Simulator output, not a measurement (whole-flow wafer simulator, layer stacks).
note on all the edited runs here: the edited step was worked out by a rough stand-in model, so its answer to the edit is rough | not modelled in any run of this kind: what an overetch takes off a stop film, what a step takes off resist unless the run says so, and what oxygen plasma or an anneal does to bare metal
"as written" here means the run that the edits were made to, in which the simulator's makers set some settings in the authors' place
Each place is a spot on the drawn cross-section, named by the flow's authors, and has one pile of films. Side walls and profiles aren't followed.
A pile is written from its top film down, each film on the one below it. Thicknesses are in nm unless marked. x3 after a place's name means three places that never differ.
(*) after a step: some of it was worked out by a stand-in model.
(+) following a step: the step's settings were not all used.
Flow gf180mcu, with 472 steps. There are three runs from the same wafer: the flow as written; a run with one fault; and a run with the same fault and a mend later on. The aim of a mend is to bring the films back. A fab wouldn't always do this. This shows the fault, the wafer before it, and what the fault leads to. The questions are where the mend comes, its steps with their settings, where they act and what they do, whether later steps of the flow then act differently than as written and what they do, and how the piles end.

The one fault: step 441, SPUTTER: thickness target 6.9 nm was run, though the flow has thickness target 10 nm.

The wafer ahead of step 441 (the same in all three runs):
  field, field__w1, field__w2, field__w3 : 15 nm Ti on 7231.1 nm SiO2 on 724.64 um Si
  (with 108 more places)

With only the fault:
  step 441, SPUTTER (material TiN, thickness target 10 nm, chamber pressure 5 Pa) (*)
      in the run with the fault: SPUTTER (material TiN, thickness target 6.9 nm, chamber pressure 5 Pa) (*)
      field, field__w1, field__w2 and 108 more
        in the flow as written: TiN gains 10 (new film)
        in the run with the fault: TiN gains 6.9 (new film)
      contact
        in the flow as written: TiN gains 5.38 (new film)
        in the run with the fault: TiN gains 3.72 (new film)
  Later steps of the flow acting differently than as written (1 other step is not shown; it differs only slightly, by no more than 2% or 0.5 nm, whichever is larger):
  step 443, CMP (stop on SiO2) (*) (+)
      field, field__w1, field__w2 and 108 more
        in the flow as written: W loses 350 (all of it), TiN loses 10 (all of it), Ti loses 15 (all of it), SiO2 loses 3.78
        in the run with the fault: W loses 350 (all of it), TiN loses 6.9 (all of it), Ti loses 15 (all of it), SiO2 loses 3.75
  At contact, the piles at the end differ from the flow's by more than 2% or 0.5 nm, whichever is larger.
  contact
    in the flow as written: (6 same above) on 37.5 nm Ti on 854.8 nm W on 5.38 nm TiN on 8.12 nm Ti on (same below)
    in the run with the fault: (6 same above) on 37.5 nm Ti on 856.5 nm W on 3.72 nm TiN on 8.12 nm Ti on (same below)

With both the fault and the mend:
  The mend stands after step 441.
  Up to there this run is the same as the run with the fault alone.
  step 441a, SPUTTER (material TiN, thickness target 3.1 nm, chamber pressure 5 Pa) (*) (the flow's step 441 again, with other settings)
      field, field__w1, field__w2 and 108 more
        TiN gains 3.1
      contact
        TiN gains 1.67
  Every later step of the flow that is run acts as written at every place that is followed.
  At every place that both follow, the piles at the end match the flow's.
